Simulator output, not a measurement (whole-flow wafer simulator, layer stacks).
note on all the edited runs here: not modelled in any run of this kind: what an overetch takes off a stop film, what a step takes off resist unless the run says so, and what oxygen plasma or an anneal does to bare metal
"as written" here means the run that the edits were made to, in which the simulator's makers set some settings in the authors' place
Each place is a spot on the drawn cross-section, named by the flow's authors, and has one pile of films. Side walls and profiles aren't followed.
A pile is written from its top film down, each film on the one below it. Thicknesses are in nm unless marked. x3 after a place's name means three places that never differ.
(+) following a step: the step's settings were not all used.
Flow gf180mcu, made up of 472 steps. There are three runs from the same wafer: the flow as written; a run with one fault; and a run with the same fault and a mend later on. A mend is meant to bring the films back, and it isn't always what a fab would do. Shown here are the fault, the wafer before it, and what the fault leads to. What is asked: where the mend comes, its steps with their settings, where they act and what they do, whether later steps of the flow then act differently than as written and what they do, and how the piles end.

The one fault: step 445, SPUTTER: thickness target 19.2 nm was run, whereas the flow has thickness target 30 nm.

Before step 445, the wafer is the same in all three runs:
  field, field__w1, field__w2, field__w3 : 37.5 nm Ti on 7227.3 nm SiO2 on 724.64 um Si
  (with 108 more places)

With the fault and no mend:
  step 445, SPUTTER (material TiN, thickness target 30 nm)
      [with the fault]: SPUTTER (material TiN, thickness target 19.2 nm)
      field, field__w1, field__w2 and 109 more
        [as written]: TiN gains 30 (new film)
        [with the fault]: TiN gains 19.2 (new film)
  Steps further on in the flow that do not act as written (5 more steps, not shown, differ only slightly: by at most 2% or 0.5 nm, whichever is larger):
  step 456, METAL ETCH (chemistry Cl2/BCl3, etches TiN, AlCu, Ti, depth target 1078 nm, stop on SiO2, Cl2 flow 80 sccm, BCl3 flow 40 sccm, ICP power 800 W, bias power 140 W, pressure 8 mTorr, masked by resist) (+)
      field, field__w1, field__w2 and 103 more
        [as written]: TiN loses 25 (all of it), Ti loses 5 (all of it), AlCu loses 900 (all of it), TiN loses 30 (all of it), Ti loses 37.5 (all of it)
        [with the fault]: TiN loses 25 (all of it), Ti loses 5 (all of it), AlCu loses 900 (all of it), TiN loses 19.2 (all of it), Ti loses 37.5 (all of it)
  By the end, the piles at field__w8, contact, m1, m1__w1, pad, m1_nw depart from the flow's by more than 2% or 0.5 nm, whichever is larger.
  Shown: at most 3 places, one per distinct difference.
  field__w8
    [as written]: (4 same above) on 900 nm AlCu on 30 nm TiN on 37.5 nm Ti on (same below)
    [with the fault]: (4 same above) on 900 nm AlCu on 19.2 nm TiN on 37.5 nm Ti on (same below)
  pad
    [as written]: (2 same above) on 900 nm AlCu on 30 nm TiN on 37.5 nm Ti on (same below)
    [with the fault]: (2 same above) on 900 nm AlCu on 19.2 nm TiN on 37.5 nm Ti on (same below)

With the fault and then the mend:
  After step 445 comes the mend.
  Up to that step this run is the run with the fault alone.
  step 445a, SPUTTER (material TiN, thickness target 10.8 nm) (the flow's step 445, run once more with other settings)
      field, field__w1, field__w2 and 109 more
        TiN gains 10.8
  Every later step of the flow that is run acts as written at every place that is followed.
  The piles end the same as the flow's at every place that both follow.
